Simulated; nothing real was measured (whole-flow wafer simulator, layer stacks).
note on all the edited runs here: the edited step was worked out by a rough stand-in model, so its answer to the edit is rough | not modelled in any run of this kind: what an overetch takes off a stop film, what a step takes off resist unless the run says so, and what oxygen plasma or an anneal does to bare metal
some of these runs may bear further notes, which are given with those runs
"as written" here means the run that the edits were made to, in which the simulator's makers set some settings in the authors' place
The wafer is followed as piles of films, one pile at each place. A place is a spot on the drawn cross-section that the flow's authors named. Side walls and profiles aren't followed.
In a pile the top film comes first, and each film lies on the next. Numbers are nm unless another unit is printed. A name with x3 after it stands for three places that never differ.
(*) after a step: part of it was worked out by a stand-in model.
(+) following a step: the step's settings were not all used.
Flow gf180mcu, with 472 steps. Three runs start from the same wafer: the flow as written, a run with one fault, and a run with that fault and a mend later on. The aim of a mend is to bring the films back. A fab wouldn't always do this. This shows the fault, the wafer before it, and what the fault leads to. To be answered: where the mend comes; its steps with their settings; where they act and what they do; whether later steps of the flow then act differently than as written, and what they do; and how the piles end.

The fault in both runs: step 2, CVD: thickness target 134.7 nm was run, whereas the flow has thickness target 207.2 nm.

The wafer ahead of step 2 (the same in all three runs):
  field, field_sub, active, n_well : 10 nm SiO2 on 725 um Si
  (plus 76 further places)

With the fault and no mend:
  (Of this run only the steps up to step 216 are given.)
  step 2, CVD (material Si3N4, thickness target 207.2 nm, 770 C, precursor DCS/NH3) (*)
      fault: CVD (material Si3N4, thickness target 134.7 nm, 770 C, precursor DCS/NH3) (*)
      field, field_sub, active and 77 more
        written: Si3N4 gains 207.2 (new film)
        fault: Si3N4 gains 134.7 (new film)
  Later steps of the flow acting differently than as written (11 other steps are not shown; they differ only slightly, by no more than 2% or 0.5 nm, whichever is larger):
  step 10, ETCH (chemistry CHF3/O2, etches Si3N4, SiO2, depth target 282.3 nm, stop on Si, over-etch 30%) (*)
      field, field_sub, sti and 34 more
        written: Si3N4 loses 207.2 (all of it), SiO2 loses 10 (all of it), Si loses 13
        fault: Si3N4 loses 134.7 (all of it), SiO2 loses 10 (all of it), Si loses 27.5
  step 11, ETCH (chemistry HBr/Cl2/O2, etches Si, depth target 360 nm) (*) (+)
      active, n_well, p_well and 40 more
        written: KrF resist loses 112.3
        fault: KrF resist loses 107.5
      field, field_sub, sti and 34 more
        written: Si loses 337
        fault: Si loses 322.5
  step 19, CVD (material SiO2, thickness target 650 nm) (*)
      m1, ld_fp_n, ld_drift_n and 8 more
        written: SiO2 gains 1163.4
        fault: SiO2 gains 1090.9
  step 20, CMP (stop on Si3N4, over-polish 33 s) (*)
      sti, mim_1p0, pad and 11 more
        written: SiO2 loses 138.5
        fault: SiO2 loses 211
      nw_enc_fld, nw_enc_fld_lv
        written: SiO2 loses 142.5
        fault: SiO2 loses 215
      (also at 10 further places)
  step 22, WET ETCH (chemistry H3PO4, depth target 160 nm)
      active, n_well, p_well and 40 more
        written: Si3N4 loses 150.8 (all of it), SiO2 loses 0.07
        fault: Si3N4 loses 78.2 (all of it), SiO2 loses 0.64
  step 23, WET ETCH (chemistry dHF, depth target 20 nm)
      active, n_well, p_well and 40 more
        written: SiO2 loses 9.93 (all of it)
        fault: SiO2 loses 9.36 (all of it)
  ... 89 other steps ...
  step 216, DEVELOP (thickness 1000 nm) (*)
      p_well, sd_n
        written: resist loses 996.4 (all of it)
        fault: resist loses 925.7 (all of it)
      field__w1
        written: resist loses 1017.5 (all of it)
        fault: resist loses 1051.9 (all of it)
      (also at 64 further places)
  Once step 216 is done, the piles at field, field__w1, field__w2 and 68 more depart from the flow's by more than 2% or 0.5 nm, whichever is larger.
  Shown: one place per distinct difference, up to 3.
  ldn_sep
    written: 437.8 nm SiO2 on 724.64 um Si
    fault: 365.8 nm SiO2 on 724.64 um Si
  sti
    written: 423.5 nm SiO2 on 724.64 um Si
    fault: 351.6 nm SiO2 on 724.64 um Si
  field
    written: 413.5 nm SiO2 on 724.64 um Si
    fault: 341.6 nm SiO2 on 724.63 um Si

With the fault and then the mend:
  The mend follows step 2.
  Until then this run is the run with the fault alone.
  step 2a, CVD (material Si3N4, thickness target 72.51 nm, 770 C, precursor DCS/NH3) (*) (the flow's step 2, run once more with other settings)
      field, field_sub, active and 77 more
        Si3N4 gains 72.5
  Every later step of the flow that is run acts as written at every place that is followed.
  At every place that both follow, the piles at the end match the flow's.
